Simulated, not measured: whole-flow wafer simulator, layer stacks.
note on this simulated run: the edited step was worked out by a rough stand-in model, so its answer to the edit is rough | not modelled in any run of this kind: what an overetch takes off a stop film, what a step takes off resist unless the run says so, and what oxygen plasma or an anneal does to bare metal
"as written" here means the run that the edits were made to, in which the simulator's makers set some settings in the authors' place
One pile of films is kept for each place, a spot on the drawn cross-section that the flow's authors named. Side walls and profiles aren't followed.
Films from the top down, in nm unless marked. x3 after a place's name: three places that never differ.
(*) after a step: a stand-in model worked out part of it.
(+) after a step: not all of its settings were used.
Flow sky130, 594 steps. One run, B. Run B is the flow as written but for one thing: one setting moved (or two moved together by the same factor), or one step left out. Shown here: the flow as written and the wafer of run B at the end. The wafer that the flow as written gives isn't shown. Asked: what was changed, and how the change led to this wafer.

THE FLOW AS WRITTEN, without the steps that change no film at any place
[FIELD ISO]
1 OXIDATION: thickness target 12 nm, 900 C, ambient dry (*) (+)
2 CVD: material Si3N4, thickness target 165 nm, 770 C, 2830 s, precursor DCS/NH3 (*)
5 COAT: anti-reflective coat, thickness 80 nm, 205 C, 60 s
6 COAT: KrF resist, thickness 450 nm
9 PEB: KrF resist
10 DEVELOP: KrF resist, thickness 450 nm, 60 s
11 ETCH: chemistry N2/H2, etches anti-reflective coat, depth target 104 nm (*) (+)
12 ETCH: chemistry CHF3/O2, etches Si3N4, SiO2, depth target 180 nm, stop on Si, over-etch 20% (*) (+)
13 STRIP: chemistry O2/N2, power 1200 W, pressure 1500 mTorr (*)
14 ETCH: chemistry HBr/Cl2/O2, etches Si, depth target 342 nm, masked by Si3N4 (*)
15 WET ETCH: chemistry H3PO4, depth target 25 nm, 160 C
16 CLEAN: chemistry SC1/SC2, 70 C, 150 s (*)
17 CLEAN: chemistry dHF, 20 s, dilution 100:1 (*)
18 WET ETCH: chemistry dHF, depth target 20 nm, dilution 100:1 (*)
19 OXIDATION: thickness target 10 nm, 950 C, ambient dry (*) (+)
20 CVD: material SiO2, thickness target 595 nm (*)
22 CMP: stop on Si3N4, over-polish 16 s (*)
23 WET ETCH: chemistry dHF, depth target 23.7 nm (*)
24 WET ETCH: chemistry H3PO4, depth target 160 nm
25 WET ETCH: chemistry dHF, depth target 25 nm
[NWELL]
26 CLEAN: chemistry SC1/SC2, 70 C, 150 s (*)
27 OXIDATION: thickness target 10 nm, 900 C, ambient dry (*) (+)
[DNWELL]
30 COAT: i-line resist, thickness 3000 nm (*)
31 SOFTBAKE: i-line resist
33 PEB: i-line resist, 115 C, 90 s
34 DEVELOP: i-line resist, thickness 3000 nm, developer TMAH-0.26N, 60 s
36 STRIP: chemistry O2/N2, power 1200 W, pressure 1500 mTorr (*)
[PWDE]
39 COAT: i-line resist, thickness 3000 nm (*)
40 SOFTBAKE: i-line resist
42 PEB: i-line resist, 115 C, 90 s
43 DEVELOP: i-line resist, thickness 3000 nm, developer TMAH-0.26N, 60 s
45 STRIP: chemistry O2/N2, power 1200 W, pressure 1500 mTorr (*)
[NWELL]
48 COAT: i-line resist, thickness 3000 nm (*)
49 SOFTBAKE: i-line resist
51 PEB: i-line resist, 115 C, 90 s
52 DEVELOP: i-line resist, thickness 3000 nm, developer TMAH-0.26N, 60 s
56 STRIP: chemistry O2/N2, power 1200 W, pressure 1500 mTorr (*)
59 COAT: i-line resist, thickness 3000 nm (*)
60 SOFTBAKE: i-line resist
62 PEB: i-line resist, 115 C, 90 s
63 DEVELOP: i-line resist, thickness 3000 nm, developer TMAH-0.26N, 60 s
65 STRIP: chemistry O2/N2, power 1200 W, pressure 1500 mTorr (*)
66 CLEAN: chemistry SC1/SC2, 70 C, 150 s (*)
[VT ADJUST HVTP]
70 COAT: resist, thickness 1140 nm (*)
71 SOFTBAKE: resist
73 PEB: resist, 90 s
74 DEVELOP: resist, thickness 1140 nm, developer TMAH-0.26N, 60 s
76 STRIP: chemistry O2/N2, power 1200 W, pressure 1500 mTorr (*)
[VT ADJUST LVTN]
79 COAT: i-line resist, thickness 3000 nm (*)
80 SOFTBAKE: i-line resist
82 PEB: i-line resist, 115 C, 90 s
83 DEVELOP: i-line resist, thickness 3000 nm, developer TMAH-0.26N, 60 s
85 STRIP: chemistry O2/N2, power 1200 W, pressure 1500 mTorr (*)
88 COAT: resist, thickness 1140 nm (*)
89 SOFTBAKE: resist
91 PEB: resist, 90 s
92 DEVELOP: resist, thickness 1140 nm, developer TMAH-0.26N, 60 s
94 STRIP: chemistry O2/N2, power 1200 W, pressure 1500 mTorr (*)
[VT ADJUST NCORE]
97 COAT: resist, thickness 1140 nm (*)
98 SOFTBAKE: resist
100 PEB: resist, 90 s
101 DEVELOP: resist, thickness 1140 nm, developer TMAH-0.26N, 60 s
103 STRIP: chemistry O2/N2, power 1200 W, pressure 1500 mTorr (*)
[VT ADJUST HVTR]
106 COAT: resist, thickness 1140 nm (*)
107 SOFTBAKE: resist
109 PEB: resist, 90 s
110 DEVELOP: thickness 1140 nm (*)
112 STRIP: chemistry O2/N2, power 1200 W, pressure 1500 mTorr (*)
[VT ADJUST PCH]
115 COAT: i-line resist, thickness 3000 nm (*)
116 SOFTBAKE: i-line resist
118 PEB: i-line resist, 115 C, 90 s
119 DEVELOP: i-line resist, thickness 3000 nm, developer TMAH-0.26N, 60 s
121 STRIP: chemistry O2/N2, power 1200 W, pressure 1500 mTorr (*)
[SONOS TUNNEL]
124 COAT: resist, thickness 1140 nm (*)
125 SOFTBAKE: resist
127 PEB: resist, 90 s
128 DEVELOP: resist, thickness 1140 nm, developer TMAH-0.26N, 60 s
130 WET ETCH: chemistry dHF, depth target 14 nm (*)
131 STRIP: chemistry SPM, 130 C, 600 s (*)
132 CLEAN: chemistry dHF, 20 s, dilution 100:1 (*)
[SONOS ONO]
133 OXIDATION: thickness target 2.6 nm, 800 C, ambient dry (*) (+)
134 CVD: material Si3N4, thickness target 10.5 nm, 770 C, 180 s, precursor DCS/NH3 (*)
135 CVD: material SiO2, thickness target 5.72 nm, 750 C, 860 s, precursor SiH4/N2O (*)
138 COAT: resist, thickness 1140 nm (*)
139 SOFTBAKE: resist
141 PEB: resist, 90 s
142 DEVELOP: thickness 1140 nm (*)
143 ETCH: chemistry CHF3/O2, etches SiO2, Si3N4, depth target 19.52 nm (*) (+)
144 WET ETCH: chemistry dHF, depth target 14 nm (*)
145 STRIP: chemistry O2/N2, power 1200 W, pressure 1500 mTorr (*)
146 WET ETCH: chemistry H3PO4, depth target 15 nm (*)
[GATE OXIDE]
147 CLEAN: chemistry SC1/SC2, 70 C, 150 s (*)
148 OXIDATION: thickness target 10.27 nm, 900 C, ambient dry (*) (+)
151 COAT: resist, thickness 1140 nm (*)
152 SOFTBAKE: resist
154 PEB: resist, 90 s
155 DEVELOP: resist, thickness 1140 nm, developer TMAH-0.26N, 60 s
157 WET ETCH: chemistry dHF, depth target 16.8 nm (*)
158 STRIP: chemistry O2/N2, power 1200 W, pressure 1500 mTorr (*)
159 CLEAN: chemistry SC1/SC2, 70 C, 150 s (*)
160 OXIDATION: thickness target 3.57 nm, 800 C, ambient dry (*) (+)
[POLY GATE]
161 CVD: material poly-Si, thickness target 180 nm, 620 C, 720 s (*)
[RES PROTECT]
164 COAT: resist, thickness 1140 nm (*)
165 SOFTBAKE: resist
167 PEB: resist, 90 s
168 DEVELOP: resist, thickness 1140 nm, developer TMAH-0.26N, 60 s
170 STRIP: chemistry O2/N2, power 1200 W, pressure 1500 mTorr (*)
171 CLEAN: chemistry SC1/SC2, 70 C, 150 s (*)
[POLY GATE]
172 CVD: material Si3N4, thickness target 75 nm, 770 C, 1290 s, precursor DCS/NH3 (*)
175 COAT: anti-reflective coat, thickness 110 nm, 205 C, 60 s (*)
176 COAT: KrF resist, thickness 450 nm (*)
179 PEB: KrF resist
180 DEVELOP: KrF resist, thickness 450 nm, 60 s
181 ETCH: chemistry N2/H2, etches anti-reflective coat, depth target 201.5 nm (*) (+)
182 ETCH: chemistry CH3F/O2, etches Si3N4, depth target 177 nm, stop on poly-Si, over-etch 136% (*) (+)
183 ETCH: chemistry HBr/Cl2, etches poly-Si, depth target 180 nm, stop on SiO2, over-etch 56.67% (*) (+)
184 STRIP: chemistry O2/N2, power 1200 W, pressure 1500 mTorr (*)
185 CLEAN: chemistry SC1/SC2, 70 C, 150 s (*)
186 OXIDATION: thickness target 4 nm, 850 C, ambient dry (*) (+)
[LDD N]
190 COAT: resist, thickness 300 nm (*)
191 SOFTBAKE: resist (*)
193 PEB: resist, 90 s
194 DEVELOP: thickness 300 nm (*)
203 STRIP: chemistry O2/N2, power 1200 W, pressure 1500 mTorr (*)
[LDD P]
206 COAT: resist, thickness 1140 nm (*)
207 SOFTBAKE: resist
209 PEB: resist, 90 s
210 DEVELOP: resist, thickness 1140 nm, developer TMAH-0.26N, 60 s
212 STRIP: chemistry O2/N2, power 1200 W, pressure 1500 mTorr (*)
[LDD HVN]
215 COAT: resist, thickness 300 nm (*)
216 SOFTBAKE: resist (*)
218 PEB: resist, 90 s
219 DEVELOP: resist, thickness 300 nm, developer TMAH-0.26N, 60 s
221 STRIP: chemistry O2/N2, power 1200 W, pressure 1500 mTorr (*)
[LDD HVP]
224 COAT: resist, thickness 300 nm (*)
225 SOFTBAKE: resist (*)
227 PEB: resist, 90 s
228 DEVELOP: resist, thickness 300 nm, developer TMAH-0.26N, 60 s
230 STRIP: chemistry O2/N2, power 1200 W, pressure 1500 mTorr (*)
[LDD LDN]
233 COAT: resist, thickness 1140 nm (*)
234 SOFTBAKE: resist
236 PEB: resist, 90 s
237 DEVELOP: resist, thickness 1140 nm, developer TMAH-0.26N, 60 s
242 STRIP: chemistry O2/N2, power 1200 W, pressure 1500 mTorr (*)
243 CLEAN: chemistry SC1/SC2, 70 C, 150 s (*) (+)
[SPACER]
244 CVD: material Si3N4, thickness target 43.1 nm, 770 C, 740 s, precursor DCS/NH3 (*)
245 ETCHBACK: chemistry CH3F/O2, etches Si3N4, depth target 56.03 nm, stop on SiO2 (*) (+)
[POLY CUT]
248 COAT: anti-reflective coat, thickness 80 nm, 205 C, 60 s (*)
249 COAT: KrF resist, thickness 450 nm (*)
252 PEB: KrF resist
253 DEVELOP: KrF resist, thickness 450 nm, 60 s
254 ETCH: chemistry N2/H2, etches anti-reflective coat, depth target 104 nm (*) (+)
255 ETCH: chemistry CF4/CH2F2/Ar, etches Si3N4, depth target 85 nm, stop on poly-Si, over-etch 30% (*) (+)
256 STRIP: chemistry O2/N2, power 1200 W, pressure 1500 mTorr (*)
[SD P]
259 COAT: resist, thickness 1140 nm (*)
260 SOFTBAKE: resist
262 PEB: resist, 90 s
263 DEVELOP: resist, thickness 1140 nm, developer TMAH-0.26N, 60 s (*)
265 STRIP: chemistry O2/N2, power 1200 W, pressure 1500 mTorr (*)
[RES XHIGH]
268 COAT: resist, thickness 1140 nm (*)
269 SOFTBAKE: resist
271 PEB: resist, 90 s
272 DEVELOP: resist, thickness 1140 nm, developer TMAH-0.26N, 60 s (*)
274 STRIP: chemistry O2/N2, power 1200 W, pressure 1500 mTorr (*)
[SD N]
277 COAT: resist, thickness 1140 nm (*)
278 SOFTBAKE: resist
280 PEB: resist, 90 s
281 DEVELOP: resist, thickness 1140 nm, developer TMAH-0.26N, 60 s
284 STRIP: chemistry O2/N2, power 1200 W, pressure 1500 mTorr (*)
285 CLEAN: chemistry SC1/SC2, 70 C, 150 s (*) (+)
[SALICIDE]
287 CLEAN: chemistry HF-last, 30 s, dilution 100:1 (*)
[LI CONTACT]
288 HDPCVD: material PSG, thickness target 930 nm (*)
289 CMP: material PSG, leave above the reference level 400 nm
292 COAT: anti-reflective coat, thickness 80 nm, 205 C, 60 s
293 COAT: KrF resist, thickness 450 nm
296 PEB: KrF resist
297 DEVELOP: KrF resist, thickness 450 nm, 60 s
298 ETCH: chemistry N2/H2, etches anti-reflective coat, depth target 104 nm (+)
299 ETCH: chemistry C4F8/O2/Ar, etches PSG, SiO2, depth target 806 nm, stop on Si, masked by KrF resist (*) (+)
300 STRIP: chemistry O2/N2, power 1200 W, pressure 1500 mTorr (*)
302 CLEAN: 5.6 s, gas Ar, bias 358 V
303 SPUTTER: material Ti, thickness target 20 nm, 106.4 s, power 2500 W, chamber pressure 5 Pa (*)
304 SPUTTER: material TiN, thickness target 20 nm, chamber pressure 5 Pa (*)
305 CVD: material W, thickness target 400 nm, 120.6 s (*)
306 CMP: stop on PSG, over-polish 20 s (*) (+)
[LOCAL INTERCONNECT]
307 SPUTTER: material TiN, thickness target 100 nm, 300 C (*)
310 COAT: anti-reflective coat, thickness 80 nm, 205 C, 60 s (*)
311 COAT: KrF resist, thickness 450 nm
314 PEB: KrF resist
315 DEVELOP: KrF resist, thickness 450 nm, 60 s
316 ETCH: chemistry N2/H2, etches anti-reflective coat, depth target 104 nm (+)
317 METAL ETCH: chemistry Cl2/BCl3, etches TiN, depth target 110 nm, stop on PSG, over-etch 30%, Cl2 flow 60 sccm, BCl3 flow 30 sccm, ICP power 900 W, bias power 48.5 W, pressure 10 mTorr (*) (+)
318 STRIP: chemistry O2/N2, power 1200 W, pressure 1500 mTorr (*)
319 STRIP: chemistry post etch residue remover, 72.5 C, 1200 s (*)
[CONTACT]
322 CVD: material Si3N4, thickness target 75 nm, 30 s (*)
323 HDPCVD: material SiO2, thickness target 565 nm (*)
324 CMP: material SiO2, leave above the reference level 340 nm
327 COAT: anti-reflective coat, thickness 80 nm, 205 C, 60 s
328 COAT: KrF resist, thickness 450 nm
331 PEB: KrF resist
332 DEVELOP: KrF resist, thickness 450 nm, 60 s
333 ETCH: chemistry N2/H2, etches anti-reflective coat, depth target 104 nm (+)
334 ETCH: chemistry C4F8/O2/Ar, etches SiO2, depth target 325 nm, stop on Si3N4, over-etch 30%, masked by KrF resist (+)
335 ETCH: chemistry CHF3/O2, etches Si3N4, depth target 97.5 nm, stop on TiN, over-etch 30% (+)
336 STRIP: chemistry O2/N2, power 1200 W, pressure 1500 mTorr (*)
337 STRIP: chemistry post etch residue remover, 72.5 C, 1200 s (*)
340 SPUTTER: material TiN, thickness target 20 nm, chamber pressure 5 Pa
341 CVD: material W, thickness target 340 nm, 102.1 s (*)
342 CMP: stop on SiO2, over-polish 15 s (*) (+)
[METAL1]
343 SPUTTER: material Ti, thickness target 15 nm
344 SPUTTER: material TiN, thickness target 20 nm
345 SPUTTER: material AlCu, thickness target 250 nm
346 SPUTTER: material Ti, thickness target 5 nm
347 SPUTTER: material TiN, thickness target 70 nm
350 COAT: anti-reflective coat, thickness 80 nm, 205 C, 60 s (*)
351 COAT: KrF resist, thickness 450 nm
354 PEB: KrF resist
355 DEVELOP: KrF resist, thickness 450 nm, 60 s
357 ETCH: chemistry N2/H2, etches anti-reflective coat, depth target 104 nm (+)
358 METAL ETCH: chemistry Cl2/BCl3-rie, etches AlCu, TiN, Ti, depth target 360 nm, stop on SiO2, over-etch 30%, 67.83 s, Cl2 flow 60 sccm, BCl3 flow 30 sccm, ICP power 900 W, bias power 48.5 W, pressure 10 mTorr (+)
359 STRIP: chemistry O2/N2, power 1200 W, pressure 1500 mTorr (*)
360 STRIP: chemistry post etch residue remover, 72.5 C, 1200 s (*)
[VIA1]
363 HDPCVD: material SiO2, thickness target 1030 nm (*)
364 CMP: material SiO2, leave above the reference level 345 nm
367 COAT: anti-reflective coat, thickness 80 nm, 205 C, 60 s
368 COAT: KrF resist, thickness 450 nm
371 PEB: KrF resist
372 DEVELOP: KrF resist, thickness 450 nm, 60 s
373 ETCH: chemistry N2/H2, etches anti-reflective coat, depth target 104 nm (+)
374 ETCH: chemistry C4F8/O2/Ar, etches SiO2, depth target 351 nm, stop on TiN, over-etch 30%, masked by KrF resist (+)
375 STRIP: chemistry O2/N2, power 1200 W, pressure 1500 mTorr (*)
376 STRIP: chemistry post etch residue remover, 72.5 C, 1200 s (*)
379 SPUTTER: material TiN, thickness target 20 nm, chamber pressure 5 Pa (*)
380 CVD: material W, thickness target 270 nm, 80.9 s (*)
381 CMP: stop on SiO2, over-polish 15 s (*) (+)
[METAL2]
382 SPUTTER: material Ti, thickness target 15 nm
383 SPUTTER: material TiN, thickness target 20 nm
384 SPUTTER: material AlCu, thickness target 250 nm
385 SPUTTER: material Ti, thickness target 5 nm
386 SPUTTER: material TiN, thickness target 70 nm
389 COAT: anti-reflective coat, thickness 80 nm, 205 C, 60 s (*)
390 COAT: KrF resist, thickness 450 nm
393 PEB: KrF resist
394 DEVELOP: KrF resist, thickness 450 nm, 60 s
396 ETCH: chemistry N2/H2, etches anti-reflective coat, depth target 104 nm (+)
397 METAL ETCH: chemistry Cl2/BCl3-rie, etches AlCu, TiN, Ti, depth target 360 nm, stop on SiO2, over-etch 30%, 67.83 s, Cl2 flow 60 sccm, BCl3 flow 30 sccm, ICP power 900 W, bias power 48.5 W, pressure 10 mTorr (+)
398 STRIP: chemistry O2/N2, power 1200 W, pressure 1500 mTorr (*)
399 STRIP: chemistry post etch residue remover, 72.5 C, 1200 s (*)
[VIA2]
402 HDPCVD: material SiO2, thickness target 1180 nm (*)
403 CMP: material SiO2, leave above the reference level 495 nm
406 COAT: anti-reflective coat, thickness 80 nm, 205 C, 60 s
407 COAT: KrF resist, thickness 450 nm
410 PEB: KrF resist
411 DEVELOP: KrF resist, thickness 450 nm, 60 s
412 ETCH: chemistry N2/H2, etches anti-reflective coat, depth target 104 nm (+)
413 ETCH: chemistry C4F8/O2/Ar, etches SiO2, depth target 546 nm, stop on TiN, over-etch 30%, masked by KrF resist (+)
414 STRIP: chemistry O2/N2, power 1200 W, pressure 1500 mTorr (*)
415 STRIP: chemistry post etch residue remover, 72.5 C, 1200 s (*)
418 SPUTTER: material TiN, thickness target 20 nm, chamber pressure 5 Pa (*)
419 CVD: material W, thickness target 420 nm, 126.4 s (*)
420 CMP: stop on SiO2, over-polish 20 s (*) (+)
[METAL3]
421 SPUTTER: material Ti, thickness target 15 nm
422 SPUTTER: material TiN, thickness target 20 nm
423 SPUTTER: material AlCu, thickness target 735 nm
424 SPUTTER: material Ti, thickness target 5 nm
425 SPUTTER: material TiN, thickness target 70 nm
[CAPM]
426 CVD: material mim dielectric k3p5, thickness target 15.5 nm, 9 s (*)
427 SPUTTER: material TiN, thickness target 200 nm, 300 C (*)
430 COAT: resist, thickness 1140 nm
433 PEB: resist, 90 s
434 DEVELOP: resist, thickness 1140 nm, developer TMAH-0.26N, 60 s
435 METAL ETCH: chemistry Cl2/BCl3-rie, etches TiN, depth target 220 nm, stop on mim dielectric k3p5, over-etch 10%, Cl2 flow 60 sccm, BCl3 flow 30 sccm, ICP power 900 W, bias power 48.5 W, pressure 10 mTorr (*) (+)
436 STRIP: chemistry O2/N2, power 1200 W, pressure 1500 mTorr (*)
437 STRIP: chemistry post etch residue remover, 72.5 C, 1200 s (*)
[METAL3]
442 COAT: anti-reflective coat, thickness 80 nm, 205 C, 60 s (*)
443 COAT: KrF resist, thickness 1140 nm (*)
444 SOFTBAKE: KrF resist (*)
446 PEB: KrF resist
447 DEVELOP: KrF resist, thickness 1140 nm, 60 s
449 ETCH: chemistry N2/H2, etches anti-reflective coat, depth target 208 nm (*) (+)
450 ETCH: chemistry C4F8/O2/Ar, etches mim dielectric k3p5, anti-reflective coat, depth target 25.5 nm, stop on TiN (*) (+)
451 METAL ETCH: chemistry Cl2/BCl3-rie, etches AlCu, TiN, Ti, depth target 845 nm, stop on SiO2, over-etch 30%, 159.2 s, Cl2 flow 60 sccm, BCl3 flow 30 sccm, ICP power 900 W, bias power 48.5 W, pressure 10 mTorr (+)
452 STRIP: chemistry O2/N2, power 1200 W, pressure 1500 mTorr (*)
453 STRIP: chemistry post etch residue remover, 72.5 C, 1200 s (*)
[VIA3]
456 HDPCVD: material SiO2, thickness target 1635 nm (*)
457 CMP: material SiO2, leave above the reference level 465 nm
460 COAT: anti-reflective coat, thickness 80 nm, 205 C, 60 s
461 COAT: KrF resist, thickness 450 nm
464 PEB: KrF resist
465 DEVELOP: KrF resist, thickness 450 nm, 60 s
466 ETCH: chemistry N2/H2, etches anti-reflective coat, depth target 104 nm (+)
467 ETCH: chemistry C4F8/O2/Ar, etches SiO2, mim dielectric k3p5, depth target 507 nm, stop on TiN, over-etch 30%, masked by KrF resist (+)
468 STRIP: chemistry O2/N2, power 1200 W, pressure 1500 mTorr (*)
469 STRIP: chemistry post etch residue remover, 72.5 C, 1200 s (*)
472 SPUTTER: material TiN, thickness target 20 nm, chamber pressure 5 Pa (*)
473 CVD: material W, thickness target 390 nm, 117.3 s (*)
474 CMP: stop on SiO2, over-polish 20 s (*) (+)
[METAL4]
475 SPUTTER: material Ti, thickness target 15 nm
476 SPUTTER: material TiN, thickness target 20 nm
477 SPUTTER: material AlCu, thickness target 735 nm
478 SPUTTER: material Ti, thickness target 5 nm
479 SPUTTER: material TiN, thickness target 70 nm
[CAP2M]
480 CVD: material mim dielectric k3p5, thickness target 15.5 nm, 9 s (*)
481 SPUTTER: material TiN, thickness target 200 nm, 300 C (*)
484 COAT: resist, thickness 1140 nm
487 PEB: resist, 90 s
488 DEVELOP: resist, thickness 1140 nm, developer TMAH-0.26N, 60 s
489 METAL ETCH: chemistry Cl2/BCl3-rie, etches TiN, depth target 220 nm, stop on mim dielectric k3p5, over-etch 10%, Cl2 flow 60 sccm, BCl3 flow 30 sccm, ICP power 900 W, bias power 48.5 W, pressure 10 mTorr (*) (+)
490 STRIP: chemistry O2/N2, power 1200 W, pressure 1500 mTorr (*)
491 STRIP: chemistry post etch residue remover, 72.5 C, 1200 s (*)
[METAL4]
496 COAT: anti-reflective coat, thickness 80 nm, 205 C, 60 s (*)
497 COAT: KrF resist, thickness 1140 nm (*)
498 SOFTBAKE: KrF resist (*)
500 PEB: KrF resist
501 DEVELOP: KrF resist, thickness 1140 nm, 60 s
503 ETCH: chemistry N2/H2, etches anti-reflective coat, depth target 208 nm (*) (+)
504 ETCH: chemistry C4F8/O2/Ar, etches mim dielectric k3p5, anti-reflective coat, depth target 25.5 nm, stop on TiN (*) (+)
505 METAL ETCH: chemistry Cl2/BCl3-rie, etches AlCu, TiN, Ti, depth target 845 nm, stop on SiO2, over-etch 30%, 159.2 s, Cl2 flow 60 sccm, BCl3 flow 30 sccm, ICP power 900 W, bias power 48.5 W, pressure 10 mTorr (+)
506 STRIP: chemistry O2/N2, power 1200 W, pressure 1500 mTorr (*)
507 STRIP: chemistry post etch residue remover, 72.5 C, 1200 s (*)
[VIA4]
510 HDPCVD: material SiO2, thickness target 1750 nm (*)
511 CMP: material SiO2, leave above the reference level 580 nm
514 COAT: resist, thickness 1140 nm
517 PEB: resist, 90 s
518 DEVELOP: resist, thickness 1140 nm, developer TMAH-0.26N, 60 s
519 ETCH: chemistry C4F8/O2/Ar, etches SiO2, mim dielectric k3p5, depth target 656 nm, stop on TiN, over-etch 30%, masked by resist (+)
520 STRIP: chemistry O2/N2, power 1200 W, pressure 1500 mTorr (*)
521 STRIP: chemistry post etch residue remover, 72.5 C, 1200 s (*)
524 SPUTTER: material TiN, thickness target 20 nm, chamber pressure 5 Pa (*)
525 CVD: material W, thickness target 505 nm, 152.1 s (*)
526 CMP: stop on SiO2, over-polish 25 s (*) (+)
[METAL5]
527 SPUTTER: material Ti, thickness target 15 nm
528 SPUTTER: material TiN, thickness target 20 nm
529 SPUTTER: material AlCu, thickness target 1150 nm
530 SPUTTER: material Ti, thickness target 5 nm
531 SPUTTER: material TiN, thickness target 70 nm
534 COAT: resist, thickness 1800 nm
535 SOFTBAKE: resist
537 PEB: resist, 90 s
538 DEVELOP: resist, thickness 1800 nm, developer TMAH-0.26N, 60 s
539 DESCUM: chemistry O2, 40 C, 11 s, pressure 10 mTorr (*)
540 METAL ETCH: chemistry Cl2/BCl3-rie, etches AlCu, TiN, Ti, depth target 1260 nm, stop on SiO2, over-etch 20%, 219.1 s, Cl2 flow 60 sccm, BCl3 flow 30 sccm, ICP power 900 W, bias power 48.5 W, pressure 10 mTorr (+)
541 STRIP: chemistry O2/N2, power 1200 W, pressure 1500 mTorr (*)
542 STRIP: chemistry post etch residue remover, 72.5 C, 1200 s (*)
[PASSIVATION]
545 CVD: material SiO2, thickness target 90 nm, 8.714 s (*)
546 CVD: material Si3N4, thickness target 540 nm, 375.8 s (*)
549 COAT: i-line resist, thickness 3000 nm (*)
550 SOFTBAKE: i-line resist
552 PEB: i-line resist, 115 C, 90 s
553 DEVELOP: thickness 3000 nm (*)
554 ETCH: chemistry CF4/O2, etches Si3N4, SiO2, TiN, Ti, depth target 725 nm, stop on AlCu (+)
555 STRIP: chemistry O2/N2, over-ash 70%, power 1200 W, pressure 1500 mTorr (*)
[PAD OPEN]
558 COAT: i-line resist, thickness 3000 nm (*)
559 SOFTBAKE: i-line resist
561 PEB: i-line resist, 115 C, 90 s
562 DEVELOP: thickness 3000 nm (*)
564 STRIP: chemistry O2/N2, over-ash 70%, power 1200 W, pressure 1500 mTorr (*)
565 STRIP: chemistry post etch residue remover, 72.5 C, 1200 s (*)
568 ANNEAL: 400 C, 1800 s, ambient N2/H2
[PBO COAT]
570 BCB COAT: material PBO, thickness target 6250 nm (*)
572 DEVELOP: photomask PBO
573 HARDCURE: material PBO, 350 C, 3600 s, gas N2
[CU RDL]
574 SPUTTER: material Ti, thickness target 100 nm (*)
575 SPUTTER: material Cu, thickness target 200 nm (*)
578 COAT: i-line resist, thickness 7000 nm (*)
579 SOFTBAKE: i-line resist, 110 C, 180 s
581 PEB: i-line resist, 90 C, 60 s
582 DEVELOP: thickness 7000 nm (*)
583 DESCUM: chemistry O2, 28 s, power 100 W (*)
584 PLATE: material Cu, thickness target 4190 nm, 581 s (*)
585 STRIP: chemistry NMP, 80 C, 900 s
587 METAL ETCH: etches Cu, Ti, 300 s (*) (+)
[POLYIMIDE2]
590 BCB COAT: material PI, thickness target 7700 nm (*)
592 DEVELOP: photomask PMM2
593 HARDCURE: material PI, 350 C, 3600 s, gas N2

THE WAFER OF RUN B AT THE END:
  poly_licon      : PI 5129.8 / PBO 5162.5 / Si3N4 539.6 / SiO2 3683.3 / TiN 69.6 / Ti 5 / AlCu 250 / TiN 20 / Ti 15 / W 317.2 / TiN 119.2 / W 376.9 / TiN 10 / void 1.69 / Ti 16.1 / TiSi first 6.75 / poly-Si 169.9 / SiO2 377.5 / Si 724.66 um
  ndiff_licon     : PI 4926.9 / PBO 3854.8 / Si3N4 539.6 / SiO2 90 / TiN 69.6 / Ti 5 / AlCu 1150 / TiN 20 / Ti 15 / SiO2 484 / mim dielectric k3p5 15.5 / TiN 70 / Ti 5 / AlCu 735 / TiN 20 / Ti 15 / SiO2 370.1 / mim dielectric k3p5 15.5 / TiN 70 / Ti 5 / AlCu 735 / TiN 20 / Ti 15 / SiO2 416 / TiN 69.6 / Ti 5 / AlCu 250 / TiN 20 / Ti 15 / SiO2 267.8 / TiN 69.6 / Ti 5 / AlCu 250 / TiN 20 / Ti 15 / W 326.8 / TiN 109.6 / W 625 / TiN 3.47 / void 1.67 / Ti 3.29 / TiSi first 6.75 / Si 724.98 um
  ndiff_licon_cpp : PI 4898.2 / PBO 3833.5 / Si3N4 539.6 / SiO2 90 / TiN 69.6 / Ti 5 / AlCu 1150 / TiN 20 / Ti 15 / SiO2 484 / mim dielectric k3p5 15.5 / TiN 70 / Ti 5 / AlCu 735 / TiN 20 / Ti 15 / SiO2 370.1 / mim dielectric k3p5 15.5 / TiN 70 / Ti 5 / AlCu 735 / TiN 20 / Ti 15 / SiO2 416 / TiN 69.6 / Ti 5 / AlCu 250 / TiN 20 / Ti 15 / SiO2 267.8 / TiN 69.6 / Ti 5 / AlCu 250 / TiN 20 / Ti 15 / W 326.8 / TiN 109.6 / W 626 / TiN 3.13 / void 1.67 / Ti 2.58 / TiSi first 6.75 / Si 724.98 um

The cause: step 304, SPUTTER: thickness target 10 nm was run, where the flow has thickness target 20 nm.
It can be read off the wafer: poly_licon has TiN 10, and step 304 as written asks for 20 nm.

How the change led to this, step by step:
  304 SPUTTER: material TiN, thickness target 20 nm, chamber pressure 5 Pa (*)
      field, active, n_well and 185 more: TiN +10 (new film) (as written it would be: TiN +20 (new film))
      ndiff_licon: TiN +3.47 (new film) (as written it would be: TiN +6.83 (new film))
      (and at 2 more places)
  306 CMP: stop on PSG, over-polish 20 s (*) (+)
      field, active, n_well and 184 more: W -400 (all of it), TiN -10 (all of it), Ti -20 (all of it), PSG -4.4 (as written it would be: W -400 (all of it), TiN -20 (all of it), Ti -20 (all of it), PSG -4.4)
      ndiff_licon, ndiff_licon_cpp, rpo_hd_licon: W -434.9 (as written it would be: W -444.9)
      (and at 1 more place)
